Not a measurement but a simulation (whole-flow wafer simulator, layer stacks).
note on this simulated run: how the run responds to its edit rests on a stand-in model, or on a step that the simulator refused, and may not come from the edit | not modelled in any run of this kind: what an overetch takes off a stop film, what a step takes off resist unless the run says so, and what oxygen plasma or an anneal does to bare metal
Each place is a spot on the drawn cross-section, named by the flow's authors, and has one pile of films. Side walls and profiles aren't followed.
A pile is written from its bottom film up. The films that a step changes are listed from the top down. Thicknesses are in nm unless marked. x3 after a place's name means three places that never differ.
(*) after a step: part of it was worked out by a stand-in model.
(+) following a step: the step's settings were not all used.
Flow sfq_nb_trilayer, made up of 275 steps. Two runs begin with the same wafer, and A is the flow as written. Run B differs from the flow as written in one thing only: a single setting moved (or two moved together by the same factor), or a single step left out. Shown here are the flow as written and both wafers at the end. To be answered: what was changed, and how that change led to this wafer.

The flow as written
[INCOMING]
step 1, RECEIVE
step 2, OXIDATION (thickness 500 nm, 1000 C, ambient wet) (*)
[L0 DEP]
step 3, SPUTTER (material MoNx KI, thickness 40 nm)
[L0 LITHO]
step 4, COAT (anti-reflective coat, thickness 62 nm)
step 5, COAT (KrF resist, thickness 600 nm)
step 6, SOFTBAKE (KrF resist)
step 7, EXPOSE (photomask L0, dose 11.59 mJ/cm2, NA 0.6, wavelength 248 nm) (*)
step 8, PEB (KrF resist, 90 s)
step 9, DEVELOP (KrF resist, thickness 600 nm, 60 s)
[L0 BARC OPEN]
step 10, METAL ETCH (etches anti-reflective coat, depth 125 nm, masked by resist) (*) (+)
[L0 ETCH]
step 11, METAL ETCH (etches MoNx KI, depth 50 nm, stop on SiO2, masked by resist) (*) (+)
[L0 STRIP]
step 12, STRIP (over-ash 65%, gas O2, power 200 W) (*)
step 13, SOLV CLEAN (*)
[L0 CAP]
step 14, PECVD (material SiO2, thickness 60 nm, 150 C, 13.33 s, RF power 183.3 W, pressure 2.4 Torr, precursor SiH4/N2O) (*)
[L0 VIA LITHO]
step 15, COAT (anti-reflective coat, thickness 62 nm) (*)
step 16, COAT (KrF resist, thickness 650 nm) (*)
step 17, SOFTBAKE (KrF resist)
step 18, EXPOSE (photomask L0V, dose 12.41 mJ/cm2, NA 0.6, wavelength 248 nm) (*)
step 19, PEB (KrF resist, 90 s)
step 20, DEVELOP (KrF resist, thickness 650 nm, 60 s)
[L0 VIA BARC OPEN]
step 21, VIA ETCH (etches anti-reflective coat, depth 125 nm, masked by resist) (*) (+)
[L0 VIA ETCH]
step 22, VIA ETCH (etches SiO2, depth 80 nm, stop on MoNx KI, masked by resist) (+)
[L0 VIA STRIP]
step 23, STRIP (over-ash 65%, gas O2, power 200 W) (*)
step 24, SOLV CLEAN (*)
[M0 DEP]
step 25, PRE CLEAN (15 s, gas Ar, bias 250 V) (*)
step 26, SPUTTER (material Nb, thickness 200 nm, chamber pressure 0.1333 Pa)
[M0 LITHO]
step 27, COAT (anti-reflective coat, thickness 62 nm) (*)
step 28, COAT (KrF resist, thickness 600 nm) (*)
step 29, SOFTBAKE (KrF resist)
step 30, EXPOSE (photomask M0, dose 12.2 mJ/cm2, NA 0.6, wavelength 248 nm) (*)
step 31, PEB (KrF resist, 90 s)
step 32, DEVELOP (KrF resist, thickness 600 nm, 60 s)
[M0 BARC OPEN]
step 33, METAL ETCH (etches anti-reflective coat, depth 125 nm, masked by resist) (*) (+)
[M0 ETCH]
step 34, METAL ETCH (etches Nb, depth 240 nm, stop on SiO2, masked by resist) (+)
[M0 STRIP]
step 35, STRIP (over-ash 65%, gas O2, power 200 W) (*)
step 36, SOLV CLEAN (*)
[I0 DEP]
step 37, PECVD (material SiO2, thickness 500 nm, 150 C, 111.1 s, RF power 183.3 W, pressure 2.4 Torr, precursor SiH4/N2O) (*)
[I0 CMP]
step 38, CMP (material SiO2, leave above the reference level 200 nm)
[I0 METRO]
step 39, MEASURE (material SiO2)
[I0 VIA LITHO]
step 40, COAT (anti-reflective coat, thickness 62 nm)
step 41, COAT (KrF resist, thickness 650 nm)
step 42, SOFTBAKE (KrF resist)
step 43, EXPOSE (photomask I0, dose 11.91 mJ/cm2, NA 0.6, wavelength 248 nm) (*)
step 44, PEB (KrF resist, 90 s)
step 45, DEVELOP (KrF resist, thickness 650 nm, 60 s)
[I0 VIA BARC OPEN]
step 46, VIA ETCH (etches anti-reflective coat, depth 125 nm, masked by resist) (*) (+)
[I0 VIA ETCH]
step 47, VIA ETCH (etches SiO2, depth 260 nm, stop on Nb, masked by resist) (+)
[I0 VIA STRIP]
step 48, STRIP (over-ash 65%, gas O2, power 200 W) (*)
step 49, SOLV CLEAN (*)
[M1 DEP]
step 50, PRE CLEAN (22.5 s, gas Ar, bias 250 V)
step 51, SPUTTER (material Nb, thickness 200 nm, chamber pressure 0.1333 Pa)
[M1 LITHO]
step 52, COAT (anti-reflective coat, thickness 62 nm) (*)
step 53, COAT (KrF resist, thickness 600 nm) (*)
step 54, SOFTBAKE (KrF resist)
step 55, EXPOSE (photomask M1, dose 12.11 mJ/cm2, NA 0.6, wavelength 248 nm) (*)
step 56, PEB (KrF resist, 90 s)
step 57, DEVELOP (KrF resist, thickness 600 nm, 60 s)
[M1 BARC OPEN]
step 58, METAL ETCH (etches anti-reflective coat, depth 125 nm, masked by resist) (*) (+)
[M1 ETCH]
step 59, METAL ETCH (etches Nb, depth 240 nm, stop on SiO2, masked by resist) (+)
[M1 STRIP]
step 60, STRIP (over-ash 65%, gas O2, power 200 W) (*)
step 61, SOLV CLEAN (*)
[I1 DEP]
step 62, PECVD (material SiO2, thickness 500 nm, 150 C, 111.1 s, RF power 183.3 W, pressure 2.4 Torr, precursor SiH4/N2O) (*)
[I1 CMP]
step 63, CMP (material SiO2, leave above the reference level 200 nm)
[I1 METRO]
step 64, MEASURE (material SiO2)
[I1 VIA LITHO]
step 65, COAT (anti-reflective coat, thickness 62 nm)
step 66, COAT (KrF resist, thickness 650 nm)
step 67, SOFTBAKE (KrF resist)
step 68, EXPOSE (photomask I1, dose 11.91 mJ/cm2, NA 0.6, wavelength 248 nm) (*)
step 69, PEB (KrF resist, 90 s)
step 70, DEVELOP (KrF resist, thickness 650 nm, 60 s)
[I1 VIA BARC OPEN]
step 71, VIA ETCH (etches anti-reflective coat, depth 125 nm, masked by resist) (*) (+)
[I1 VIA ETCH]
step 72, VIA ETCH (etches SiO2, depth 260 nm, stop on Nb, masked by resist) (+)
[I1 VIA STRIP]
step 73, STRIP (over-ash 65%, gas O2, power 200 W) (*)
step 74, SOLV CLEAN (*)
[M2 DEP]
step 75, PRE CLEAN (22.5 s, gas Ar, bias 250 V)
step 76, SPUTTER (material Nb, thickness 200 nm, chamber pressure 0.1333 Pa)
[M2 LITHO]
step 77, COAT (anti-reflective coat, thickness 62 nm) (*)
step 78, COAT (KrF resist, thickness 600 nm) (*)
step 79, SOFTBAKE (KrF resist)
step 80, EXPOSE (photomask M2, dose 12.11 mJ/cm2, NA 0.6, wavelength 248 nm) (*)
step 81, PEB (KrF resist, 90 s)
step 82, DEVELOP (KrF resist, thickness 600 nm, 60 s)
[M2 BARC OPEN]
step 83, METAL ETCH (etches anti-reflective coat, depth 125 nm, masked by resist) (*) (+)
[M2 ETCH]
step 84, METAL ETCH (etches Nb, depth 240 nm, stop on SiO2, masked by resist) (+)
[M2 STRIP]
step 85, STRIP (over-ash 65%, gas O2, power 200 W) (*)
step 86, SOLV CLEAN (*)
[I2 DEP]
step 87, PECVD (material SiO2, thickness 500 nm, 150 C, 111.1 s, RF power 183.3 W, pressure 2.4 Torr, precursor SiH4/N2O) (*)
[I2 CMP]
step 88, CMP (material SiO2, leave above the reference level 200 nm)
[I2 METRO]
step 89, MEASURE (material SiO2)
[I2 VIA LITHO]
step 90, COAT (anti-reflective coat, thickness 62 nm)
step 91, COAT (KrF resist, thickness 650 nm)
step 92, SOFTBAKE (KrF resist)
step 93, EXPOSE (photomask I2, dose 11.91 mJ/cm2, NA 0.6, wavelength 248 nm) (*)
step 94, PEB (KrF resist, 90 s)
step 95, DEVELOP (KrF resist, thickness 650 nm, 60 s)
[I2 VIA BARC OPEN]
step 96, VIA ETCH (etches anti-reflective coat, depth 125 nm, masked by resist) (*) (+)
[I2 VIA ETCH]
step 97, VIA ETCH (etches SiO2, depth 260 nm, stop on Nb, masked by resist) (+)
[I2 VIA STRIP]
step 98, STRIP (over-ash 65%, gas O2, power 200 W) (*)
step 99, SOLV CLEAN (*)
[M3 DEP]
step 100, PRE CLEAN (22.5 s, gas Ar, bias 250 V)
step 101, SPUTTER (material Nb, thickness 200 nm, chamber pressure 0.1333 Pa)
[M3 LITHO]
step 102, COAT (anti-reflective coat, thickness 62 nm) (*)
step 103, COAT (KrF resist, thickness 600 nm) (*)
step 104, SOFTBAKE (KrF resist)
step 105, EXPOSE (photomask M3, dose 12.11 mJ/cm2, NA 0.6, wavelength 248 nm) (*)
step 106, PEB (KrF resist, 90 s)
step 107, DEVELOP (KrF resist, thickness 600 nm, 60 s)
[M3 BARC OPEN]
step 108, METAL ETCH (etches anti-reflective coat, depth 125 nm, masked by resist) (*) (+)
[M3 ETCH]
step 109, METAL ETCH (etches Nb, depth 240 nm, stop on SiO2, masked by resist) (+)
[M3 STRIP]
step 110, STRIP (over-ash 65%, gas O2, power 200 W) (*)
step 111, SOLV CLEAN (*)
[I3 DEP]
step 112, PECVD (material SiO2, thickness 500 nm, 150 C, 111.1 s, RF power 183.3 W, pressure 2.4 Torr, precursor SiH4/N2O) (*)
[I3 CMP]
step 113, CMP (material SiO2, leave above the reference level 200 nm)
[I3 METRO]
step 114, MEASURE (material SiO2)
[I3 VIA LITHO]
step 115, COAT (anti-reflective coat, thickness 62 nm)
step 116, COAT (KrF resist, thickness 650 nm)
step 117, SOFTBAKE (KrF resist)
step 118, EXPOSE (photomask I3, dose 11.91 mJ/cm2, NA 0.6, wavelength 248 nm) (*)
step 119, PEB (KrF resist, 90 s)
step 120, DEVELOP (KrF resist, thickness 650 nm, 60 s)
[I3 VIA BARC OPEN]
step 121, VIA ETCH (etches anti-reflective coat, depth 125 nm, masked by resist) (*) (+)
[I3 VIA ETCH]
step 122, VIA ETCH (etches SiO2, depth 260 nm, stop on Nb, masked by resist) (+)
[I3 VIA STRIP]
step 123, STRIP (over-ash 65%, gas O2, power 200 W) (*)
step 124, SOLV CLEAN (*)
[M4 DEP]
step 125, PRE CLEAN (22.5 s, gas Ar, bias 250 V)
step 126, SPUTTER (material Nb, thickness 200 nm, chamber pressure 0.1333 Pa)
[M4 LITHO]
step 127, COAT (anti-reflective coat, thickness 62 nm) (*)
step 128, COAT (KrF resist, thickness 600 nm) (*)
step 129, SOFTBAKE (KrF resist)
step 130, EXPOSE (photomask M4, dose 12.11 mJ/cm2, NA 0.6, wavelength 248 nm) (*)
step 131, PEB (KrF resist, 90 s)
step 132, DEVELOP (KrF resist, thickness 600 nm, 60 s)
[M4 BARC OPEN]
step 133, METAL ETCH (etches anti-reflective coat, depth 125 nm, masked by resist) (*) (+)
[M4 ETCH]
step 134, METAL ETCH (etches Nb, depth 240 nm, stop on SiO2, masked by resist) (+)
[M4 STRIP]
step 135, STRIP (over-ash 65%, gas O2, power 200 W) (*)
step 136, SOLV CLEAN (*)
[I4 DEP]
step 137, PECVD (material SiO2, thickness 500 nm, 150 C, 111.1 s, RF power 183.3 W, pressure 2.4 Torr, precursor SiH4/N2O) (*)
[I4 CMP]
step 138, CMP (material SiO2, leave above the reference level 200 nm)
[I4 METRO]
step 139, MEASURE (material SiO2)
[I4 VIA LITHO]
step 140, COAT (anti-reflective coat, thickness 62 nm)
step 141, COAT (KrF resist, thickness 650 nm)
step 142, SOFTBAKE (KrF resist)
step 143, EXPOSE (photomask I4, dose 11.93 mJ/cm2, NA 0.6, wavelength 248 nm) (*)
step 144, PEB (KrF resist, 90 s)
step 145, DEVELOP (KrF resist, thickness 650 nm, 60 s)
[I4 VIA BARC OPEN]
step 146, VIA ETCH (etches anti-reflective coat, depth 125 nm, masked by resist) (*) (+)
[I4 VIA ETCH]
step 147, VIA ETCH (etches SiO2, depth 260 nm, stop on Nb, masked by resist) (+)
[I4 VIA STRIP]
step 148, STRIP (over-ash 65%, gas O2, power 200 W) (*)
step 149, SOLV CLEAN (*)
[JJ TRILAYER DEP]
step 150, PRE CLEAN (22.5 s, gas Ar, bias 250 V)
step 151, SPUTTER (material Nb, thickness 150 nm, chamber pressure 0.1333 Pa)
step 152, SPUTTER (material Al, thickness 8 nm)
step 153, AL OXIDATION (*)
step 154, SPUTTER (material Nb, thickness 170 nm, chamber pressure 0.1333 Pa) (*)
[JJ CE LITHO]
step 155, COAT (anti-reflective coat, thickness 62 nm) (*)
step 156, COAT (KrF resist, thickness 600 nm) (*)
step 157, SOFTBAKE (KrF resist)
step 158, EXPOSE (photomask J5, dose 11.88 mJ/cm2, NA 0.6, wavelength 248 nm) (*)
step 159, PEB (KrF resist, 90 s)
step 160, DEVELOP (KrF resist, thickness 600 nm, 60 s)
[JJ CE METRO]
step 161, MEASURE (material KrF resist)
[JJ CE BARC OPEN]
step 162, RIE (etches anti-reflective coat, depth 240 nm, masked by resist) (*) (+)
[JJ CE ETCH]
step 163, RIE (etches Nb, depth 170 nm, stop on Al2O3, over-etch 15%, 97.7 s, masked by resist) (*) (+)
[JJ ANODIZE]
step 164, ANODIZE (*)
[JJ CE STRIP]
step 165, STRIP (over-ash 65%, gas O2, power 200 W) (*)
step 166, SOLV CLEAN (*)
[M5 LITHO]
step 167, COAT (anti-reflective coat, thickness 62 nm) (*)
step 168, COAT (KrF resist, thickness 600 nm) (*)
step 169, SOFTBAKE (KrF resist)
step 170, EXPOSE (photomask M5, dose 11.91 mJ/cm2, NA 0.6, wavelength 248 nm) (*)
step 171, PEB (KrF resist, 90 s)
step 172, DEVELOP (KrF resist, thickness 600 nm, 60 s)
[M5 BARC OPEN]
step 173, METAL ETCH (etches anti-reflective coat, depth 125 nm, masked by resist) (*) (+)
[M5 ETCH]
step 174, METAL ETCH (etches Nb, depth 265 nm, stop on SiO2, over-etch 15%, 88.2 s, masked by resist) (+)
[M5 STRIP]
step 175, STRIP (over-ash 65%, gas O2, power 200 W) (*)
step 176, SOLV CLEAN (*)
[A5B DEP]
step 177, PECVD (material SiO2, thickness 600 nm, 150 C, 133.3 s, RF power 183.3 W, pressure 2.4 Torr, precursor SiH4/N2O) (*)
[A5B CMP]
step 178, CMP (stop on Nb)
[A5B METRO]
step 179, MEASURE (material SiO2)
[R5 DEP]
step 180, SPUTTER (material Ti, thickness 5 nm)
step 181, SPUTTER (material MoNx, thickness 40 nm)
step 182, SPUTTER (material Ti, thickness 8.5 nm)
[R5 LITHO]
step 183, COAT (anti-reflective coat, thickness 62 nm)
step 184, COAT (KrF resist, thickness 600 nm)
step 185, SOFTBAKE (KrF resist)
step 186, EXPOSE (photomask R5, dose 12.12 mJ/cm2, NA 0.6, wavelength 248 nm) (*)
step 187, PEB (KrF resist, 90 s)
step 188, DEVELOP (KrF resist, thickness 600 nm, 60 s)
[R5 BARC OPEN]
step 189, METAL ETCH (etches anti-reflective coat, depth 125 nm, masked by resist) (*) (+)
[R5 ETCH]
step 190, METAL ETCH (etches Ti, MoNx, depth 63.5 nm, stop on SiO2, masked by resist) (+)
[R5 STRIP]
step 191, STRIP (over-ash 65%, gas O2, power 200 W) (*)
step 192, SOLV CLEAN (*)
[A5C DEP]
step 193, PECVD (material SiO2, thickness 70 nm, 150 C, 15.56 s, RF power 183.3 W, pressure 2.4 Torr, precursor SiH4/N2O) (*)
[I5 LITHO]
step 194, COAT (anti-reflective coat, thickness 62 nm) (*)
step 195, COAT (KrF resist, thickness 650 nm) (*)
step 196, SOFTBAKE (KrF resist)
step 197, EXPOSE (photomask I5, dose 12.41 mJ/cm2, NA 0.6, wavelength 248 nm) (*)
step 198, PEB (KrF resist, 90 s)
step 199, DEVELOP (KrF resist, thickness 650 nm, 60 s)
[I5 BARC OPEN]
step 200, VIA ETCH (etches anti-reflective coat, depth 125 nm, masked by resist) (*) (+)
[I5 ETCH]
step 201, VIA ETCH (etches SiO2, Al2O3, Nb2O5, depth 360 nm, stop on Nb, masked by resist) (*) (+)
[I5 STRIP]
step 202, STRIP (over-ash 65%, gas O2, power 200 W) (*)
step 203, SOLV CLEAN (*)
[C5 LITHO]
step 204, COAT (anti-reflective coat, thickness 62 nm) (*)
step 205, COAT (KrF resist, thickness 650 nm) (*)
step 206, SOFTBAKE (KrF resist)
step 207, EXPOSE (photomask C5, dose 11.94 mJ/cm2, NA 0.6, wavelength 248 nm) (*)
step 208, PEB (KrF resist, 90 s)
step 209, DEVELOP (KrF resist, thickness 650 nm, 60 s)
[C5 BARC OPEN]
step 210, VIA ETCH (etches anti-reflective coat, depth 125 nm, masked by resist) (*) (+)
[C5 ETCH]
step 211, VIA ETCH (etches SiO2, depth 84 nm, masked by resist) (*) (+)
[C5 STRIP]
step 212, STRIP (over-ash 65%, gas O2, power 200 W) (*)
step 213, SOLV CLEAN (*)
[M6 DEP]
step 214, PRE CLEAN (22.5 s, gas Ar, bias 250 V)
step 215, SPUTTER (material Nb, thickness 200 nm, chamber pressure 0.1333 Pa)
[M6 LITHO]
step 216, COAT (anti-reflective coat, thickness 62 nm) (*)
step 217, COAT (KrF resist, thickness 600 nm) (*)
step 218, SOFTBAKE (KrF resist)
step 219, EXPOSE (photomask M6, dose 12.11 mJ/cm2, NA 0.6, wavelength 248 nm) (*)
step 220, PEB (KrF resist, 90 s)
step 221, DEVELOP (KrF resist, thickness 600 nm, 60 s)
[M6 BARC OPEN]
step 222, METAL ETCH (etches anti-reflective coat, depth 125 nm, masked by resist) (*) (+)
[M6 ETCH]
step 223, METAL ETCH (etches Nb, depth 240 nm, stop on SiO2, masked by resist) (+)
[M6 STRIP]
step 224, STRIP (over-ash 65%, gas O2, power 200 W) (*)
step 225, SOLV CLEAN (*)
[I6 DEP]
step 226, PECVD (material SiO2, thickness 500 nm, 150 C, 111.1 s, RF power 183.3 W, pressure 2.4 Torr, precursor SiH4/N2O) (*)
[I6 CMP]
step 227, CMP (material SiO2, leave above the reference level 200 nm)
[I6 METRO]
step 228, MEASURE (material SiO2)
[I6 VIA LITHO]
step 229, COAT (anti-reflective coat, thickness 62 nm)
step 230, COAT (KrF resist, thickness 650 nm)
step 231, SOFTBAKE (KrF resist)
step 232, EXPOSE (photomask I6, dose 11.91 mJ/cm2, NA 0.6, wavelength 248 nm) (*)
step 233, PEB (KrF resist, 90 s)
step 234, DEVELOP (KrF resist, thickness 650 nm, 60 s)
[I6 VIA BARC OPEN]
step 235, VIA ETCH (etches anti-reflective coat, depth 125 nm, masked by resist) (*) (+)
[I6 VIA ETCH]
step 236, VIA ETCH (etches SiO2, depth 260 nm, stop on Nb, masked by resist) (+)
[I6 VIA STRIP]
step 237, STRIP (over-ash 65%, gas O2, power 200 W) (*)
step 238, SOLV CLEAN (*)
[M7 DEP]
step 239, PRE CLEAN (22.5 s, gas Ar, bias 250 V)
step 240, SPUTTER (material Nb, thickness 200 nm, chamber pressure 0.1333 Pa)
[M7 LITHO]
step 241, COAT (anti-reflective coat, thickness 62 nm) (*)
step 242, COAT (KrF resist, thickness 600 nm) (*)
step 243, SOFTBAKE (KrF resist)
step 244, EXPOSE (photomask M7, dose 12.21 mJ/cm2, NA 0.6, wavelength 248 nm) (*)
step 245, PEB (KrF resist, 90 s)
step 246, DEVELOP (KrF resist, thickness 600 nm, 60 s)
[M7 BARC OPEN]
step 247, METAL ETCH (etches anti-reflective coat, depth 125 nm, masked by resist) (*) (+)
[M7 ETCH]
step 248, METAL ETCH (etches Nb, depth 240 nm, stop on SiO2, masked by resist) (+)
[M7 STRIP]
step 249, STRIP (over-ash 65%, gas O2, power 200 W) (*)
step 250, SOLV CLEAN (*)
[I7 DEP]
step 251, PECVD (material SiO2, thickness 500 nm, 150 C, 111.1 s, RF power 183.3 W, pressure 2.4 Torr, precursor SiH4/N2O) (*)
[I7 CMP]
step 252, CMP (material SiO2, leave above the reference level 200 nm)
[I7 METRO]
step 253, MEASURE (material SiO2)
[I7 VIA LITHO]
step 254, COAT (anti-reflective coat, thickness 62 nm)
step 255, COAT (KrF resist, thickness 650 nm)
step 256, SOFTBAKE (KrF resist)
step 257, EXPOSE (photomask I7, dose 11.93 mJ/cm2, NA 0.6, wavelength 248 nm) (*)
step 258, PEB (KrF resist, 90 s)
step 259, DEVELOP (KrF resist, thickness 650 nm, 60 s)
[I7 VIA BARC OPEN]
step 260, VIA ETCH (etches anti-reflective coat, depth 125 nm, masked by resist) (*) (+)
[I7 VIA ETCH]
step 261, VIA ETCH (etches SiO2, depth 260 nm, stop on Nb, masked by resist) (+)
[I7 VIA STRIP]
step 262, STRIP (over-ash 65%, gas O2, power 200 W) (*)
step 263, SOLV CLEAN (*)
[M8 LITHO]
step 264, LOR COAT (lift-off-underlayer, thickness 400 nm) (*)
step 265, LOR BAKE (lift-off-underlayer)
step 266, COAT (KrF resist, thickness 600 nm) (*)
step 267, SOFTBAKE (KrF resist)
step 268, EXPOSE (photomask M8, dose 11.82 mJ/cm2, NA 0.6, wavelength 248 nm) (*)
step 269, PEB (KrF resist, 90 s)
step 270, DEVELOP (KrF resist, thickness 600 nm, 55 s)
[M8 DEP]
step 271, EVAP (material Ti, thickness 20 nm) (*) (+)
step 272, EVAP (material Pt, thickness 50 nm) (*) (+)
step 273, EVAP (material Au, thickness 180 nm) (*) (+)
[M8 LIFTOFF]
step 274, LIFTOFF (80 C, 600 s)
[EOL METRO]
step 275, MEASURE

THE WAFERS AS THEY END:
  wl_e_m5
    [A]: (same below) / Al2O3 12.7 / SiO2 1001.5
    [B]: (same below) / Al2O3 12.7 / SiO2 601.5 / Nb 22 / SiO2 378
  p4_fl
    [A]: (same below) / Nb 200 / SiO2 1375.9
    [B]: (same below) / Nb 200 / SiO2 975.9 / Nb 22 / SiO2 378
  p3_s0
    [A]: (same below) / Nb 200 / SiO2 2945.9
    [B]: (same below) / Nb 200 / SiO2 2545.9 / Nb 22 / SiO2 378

Cause: step 247, METAL ETCH: etches anti-reflective coat, depth 125 nm, masked by resist (*) (+), was not run.

The path from the change to this, step by step:
  step 248, METAL ETCH (etches Nb, depth 240 nm, stop on SiO2, masked by resist) (+)
      p4_fl, p4_fm, p4_w1 and 57 more: A Nb loses 200 (all of it) | B anti-reflective coat loses 62 (all of it), Nb loses 178
      field_r, lsp_l, l0_sur, l0v: A Nb loses 200 (all of it) | B anti-reflective coat loses 61.8 (all of it), Nb loses 178.2
      (as well as at 1 more place)
  step 249, STRIP (over-ash 65%, gas O2, power 200 W) (*)
      wl_j_sl, wl_jj, wl_j_sr and 14 more: A KrF resist loses 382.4 (all of it), anti-reflective coat loses 62 (all of it) | B KrF resist loses 434 (all of it), anti-reflective coat loses 62 (all of it)
      ln_m5, lsp_m, ln_m6, lsp_r: A KrF resist loses 381.9 (all of it), anti-reflective coat loses 61.8 (all of it) | B KrF resist loses 433.6 (all of it), anti-reflective coat loses 61.8 (all of it)
      (as well as at 20 more places)
  step 251, PECVD (material SiO2, thickness 500 nm, 150 C, 111.1 s, RF power 183.3 W, pressure 2.4 Torr, precursor SiH4/N2O) (*)
      field_l, p4_fl, p4_fm and 56 more: A SiO2 gains 500 | B SiO2 gains 500 (new film)
      field_r, lsp_l: A SiO2 gains 477.7 | B SiO2 gains 480.1 (new film)
      (as well as at 4 more places)
  step 252, CMP (material SiO2, leave above the reference level 200 nm)
      p4_fl, p4_fm, p4_w1 and 55 more: A SiO2 loses 100 | B SiO2 loses 122
      field_r, lsp_l: A SiO2 loses 77.7 | B SiO2 loses 101.9
      (as well as at 3 more places)
If metal films that touch count as one body, wl_e_m5 has 7 bodies (between them, from the top down: SiO2 601.5 / Al2O3 12.7 / Nb2O5 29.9; SiO2 192.5; SiO2 192.5; SiO2 192.5; SiO2 192.5; SiO2 192.5); the flow as written gives 6 bodies (between them, from the top down: SiO2 192.5; SiO2 192.5; SiO2 192.5; SiO2 192.5; SiO2 192.5).
If metal films that touch count as one body, p4_fl has 3 bodies (between them, from the top down: SiO2 975.9; SiO2 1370); the flow as written gives 2 bodies (between them, from the top down: SiO2 1370).
If metal films that touch count as one body, p3_s0 has 2 bodies (between them, from the top down: SiO2 2545.9); the flow as written gives 1 body.
